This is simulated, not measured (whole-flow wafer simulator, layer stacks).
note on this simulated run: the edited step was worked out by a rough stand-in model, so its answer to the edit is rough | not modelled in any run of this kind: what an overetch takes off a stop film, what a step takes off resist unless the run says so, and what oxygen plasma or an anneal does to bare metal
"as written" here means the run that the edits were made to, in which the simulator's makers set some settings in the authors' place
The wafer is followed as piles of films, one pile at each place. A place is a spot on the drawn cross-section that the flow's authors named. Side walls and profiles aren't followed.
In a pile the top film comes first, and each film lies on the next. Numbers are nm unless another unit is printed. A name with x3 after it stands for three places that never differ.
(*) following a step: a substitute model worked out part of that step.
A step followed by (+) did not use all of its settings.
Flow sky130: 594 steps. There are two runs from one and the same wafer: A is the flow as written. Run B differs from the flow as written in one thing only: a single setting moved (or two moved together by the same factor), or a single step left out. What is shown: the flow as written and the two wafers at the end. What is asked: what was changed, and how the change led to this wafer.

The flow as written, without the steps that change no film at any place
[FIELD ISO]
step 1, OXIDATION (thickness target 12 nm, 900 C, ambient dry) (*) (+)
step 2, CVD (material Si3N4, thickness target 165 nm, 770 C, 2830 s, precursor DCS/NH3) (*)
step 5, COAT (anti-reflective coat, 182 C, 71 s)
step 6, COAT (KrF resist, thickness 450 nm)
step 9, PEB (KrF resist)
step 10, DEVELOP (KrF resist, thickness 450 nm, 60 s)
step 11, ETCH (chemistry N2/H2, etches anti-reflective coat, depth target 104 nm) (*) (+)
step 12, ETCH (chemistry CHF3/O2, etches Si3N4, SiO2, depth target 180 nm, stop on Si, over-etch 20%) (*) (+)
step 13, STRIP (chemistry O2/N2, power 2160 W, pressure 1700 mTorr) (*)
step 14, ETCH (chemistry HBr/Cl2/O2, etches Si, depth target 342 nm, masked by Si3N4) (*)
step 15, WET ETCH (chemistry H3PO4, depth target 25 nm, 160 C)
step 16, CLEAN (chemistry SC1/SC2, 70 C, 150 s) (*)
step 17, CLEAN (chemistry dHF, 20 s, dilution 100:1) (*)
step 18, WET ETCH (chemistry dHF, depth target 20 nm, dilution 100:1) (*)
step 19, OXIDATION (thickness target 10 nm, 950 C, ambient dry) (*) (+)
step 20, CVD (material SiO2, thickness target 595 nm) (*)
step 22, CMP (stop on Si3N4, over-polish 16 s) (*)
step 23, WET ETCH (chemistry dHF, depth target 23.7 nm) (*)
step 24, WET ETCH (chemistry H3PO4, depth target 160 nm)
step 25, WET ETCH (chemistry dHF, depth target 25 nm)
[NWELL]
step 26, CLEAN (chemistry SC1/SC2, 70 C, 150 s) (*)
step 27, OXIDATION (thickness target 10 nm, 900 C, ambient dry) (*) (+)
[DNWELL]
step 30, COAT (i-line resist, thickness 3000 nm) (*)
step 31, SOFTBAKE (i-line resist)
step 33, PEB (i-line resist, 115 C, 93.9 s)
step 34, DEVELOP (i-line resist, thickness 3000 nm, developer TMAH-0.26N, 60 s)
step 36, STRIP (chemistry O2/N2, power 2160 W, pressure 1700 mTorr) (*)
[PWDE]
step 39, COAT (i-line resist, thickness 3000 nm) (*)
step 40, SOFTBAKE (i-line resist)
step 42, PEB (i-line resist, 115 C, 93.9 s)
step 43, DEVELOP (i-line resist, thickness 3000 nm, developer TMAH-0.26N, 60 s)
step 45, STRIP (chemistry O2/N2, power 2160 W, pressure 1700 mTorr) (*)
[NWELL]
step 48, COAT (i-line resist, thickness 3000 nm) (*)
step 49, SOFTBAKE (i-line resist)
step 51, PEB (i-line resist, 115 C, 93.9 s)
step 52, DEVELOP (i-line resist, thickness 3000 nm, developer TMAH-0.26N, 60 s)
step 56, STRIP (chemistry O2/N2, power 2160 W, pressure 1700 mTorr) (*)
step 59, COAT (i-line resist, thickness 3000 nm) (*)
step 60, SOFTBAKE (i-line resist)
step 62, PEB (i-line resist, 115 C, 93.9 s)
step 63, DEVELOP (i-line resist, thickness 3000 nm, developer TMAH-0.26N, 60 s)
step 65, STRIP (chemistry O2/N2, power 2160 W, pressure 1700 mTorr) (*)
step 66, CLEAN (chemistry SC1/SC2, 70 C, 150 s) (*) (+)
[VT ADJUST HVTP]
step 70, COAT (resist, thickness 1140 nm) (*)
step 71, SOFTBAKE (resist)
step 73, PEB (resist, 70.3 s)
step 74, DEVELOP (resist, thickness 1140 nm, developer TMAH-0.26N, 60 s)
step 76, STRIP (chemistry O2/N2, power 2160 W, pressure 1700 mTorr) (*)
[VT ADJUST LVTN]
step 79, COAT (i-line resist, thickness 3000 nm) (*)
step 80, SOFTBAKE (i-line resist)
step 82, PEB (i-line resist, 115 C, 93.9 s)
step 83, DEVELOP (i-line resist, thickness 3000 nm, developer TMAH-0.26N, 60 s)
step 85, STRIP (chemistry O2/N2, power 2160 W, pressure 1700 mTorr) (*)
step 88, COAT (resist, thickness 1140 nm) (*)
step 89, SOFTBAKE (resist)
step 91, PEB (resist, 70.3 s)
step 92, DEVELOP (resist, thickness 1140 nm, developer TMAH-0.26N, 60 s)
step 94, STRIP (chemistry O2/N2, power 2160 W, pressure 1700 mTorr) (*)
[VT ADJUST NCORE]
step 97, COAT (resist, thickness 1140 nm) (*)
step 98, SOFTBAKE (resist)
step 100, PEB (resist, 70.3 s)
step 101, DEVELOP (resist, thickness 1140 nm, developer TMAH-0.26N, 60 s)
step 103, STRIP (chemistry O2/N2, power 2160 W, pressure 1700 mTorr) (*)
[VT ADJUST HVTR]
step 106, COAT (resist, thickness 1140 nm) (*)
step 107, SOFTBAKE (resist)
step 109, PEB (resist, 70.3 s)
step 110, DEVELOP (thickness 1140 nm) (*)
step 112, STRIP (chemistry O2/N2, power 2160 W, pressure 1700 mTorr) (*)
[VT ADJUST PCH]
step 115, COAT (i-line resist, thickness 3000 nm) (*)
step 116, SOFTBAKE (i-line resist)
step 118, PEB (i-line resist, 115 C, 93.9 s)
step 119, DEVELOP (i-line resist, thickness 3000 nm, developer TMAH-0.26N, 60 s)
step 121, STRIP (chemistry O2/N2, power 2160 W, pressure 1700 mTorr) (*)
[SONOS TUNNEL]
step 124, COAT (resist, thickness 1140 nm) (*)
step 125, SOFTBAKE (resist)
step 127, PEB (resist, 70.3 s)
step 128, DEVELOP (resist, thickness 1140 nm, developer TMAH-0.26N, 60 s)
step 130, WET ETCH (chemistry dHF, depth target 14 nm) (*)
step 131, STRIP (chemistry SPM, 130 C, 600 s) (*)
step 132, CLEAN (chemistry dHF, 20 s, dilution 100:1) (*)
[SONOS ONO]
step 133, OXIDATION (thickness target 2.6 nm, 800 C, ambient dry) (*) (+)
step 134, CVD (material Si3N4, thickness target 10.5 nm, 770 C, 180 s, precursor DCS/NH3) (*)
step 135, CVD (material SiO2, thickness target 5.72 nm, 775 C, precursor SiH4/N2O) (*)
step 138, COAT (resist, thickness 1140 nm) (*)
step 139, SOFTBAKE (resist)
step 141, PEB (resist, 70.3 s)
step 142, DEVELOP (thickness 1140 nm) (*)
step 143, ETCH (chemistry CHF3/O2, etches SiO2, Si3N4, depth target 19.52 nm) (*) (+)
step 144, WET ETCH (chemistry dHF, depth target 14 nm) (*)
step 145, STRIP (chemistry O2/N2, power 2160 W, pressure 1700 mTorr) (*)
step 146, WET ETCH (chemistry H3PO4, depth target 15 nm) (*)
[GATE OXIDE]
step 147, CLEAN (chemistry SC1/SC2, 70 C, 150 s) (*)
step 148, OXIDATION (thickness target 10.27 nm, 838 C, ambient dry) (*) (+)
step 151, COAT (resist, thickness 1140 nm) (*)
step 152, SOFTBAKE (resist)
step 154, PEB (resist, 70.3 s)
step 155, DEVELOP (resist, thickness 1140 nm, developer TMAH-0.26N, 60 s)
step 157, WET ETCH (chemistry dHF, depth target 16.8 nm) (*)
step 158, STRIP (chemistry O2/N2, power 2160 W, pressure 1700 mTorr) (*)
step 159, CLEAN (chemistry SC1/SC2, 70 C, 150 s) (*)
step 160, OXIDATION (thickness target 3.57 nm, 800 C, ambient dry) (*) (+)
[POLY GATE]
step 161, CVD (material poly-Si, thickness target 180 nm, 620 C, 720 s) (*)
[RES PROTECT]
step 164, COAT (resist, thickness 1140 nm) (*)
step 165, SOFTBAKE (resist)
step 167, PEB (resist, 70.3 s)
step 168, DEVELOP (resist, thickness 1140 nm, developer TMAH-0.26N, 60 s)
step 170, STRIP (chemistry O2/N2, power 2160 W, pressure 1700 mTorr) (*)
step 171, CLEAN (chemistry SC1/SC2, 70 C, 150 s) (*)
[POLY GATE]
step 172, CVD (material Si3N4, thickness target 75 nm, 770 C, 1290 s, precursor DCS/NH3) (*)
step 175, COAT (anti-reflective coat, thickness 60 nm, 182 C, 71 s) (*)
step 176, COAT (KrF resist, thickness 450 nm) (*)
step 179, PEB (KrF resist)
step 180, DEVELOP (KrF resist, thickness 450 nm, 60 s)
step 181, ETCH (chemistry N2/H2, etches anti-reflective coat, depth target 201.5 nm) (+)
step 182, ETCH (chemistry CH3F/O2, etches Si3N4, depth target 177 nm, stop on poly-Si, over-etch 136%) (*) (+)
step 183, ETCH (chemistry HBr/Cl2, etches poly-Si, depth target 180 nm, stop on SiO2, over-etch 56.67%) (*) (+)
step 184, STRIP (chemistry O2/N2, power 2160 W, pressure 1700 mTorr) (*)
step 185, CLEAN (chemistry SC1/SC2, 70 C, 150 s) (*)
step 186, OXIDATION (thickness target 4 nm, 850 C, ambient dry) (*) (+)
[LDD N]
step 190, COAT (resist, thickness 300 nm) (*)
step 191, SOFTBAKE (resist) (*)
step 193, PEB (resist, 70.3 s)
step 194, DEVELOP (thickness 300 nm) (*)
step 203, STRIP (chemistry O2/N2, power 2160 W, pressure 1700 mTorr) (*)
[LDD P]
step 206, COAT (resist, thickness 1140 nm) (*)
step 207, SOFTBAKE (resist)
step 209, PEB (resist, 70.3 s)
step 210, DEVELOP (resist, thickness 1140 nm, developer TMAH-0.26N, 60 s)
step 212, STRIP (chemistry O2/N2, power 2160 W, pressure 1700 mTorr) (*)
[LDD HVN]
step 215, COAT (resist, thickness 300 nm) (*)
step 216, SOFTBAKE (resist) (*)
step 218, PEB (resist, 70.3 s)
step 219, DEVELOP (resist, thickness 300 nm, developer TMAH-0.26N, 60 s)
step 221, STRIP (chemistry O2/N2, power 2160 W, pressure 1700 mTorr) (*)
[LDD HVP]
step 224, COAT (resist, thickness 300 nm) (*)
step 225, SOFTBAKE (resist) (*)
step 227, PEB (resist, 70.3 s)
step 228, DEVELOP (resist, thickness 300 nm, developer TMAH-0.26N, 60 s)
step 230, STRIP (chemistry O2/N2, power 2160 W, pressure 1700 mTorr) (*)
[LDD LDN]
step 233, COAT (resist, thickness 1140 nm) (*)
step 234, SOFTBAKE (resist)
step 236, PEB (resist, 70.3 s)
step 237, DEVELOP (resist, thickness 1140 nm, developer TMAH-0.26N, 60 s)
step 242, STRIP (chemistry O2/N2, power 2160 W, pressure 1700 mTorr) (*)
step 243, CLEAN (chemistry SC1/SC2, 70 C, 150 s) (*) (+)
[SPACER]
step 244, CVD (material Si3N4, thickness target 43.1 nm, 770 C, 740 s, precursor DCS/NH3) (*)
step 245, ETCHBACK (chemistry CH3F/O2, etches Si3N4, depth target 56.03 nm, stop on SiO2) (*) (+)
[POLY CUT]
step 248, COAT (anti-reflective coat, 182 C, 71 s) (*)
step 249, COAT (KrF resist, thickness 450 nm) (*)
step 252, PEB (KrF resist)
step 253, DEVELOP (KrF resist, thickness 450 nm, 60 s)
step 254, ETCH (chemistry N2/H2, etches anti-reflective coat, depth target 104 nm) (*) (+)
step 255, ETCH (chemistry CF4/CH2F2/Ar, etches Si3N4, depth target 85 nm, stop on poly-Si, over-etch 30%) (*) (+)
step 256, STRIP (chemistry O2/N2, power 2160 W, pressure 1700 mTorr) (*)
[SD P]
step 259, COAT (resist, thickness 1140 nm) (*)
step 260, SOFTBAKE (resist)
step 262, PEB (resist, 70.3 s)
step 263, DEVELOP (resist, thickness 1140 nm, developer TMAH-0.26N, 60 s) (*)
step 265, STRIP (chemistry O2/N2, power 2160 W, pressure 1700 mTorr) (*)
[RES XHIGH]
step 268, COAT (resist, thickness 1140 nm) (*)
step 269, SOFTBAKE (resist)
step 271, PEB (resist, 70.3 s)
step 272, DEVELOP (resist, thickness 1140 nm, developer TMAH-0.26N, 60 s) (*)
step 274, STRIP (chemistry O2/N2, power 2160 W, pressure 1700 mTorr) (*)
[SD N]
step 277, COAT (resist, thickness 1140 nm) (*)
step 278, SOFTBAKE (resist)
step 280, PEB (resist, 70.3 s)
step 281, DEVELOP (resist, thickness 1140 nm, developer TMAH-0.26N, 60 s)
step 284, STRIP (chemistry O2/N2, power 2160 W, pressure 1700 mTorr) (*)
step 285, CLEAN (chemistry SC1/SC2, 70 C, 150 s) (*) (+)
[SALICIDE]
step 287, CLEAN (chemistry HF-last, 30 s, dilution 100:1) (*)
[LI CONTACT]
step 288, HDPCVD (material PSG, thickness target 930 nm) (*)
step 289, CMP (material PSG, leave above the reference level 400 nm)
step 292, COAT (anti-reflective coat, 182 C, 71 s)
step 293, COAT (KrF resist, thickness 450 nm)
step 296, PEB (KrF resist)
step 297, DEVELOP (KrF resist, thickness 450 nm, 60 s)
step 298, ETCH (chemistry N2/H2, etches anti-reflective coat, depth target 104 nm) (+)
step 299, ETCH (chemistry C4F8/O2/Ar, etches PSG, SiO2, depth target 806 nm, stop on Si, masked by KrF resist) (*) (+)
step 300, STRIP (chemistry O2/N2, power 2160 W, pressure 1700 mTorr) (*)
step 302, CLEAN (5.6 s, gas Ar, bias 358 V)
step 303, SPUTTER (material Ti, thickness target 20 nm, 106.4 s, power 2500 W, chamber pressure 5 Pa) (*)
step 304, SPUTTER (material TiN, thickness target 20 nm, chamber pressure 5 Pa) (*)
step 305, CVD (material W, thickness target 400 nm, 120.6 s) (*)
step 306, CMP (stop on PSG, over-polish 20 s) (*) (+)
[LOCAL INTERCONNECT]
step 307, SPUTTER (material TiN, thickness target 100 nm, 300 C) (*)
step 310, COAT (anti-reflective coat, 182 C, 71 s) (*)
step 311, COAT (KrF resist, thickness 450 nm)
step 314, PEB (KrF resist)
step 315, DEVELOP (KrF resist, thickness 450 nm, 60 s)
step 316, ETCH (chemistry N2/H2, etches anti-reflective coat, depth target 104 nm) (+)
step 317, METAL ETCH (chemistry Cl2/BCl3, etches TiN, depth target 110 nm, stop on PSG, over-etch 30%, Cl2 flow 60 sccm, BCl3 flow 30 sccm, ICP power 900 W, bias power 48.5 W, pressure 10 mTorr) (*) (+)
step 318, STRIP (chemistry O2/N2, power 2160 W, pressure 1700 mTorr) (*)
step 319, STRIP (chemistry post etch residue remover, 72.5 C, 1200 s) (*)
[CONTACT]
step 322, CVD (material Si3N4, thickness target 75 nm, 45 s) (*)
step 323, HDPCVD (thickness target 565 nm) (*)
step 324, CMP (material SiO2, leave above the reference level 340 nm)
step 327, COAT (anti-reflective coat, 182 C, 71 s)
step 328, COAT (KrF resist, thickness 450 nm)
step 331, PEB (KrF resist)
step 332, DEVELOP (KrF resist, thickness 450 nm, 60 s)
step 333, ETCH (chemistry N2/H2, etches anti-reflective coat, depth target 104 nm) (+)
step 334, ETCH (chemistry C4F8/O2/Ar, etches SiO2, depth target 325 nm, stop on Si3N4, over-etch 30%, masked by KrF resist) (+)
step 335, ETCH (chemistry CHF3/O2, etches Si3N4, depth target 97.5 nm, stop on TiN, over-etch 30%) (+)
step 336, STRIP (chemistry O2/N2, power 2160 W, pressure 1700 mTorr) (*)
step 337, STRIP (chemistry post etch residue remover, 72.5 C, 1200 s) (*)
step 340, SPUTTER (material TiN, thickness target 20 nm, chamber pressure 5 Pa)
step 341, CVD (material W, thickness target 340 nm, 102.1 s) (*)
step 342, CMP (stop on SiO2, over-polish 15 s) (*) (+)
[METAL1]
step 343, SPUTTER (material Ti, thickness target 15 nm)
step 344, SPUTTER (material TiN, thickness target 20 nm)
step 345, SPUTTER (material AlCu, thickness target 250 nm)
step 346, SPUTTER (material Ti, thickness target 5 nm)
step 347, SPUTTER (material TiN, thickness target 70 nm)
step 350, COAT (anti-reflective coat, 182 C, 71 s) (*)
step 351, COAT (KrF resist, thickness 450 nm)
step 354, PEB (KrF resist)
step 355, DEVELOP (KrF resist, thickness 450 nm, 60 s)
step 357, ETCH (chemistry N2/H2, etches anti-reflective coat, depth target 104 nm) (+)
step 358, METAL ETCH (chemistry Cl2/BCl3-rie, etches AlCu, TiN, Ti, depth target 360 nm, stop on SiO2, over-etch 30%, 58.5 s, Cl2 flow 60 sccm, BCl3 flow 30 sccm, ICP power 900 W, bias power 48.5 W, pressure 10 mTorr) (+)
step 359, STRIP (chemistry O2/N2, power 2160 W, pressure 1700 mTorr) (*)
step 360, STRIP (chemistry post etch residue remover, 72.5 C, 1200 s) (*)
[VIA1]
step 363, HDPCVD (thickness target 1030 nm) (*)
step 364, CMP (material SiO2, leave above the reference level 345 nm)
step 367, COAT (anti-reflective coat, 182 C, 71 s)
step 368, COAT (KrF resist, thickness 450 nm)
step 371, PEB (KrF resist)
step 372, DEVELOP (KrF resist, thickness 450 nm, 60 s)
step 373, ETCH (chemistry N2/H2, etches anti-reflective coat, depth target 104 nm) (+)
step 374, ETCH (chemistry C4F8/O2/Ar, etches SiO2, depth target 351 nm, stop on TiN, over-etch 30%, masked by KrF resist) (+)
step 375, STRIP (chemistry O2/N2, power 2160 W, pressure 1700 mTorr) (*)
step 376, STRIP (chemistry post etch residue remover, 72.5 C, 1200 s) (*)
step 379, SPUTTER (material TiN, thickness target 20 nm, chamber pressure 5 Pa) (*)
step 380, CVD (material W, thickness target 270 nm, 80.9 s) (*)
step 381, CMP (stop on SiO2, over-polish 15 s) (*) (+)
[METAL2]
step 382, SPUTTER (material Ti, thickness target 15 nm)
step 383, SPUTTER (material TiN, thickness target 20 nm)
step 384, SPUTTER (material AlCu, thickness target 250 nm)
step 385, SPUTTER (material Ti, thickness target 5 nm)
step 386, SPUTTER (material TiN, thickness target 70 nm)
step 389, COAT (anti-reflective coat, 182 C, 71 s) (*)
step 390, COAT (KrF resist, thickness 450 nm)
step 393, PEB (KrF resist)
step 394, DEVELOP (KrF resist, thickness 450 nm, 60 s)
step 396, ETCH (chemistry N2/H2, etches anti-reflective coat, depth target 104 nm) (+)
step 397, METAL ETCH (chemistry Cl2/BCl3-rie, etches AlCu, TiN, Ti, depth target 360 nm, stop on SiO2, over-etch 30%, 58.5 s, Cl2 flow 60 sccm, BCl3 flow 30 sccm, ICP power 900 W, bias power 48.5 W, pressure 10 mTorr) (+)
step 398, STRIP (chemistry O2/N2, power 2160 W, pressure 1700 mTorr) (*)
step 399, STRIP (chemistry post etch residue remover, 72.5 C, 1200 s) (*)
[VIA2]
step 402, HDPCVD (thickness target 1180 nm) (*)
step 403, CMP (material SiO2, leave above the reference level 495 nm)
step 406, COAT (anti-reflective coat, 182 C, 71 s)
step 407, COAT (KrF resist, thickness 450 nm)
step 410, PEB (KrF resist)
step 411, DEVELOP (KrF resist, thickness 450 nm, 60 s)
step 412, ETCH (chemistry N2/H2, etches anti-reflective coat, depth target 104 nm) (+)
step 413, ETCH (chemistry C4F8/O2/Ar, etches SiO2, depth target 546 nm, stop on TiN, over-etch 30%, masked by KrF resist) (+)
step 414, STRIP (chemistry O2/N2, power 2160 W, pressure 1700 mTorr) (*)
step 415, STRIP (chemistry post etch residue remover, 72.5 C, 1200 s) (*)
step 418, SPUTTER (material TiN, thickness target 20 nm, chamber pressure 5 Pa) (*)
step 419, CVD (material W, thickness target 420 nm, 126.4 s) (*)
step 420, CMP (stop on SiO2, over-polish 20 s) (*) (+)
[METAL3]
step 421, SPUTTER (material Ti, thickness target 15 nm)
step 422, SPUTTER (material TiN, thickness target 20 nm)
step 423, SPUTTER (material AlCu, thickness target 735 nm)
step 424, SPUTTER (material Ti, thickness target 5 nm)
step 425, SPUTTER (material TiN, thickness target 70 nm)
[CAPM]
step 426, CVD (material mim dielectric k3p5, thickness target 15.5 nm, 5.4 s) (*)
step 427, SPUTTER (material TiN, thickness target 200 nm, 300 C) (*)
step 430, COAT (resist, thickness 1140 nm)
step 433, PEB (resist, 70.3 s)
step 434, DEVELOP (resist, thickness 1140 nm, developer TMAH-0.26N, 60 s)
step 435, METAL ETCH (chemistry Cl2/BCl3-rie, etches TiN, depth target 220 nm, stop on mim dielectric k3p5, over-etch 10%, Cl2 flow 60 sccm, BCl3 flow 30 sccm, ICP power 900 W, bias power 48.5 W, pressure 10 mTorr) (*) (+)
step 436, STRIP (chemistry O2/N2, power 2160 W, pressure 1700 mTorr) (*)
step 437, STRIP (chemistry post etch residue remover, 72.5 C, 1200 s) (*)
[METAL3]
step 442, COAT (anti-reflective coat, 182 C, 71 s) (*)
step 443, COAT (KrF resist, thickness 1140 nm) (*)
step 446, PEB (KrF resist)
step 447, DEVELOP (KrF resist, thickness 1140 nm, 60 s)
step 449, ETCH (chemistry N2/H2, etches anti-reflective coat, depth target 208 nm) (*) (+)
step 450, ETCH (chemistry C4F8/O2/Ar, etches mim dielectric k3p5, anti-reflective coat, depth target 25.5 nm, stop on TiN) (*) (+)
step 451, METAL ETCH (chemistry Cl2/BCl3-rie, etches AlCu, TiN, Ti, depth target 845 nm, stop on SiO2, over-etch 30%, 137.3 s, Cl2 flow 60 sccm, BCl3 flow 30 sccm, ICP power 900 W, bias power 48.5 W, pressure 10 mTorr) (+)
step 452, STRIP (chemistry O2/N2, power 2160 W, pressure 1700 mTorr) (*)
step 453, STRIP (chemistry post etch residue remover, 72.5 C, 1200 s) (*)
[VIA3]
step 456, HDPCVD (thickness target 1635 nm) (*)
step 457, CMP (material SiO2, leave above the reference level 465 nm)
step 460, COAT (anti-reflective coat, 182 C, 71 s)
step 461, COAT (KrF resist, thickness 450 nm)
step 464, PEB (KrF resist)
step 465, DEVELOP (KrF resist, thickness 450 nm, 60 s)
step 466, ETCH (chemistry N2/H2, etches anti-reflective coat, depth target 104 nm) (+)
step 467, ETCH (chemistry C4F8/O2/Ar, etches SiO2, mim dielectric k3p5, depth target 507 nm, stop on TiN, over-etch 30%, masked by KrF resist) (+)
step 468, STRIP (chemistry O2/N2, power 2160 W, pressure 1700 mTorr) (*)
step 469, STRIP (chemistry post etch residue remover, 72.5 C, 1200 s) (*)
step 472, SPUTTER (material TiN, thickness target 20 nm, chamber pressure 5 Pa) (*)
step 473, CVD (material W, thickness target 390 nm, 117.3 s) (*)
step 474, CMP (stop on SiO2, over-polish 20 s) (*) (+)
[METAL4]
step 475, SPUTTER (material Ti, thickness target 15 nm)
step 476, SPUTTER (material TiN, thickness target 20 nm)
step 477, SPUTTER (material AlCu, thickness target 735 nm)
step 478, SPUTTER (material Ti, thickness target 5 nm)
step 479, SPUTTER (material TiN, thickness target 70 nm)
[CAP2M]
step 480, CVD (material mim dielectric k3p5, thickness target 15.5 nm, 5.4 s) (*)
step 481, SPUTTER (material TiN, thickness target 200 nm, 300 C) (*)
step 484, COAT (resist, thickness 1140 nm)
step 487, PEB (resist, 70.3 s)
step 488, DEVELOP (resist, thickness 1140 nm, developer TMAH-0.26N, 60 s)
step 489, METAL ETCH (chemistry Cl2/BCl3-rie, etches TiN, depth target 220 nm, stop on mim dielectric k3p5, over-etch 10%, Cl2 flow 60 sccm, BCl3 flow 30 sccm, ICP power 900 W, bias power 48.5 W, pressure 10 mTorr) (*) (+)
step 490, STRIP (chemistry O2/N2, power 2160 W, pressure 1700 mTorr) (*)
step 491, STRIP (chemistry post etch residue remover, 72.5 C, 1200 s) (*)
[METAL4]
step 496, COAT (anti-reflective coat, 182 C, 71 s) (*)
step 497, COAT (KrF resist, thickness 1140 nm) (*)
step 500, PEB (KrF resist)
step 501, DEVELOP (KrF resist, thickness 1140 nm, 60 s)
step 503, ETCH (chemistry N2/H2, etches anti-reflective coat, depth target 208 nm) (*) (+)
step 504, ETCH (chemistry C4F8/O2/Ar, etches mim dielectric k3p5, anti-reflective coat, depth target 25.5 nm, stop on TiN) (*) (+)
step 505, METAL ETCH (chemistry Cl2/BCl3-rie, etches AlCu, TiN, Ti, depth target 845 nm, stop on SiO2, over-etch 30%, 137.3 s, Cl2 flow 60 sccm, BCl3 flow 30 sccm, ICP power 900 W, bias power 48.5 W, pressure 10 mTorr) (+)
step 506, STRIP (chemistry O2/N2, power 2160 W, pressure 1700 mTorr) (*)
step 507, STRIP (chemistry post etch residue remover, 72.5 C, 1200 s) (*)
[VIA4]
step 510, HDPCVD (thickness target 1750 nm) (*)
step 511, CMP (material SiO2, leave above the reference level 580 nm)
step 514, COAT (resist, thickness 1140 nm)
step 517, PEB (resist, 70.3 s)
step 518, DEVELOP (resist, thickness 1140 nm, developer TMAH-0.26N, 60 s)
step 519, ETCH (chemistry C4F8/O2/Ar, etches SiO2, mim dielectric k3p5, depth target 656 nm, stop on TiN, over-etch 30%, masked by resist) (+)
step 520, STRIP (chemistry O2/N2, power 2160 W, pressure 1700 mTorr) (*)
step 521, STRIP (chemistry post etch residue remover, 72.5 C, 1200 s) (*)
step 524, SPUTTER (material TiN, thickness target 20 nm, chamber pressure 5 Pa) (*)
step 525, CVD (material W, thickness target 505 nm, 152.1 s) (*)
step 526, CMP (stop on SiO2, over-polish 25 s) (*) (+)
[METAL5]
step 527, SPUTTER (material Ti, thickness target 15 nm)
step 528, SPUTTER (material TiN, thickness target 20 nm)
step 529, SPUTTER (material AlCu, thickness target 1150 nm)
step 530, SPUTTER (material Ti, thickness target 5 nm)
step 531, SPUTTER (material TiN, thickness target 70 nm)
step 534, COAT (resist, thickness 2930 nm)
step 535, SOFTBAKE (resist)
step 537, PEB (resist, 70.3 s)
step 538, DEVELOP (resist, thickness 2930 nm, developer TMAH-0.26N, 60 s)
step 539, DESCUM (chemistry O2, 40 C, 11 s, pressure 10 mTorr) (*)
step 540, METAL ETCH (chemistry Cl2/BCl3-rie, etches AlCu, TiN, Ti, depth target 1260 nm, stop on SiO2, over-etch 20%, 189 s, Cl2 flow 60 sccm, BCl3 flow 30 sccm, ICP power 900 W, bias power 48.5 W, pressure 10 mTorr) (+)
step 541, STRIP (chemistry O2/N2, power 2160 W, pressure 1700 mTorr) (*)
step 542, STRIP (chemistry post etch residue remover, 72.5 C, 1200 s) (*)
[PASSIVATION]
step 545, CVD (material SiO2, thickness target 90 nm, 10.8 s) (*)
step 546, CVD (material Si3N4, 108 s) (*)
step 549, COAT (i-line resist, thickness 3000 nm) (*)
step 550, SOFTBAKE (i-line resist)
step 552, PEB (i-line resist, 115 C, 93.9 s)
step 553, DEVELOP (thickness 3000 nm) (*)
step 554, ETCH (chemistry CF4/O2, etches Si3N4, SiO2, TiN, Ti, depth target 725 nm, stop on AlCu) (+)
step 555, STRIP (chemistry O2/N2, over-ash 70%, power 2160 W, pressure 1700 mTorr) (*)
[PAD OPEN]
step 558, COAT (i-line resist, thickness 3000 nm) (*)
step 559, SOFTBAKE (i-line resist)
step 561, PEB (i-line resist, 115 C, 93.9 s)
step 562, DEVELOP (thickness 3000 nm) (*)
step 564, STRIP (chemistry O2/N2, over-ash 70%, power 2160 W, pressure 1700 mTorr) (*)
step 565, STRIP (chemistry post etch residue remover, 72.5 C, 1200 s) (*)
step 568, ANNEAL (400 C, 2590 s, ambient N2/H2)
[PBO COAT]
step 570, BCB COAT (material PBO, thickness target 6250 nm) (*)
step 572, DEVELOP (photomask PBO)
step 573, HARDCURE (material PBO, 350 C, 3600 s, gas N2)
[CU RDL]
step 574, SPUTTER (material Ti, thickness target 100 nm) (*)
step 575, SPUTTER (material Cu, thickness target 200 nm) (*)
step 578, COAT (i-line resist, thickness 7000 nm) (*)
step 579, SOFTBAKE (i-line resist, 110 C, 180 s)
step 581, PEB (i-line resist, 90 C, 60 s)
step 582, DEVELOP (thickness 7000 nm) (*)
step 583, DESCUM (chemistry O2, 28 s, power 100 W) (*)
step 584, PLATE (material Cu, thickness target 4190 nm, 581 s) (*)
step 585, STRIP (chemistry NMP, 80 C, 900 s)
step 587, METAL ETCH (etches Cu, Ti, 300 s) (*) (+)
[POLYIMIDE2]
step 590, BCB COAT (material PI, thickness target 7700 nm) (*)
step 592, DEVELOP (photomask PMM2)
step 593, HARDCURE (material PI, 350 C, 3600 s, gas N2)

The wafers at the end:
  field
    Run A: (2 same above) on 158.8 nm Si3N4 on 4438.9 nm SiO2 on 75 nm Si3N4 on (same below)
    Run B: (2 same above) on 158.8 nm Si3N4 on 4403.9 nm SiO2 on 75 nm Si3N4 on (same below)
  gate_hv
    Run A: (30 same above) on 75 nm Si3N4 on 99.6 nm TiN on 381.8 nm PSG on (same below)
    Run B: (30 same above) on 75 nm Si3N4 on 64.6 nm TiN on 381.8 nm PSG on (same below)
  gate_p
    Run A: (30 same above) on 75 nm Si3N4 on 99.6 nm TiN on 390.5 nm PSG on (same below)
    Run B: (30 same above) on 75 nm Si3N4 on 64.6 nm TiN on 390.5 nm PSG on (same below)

The reason: step 307, SPUTTER: thickness target 65 nm was run, while the flow as written has thickness target 100 nm.

How this came from the change, step by step:
  step 307, SPUTTER (material TiN, thickness target 100 nm, 300 C) (*)
      field, active, n_well and 188 more: A +100 TiN (new film) | B +65 TiN (new film)
  step 317, METAL ETCH (chemistry Cl2/BCl3, etches TiN, depth target 110 nm, stop on PSG, over-etch 30%, Cl2 flow 60 sccm, BCl3 flow 30 sccm, ICP power 900 W, bias power 48.5 W, pressure 10 mTorr) (*) (+)
      n_well, p_well, gate_hv and 97 more: A -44 KrF resist | B -33.1 KrF resist
      field, active, gate and 88 more: A -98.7 TiN (all of it) | B -63.7 TiN (all of it)
  step 318, STRIP (chemistry O2/N2, power 2160 W, pressure 1700 mTorr) (*)
      n_well, p_well, gate_hv and 93 more: A -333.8 KrF resist (all of it), -80 anti-reflective coat (all of it) | B -344.7 KrF resist (all of it), -80 anti-reflective coat (all of it)
      poly_licon, ndiff_licon, ndiff_licon_cpp, rpo_hd_licon: A -333.9 KrF resist (all of it), -80.5 anti-reflective coat (all of it) | B -344.8 KrF resist (all of it), -80.5 anti-reflective coat (all of it)
  step 324, CMP (material SiO2, leave above the reference level 340 nm)
      field, active, gate and 88 more: A -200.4 SiO2 | B -235.4 SiO2
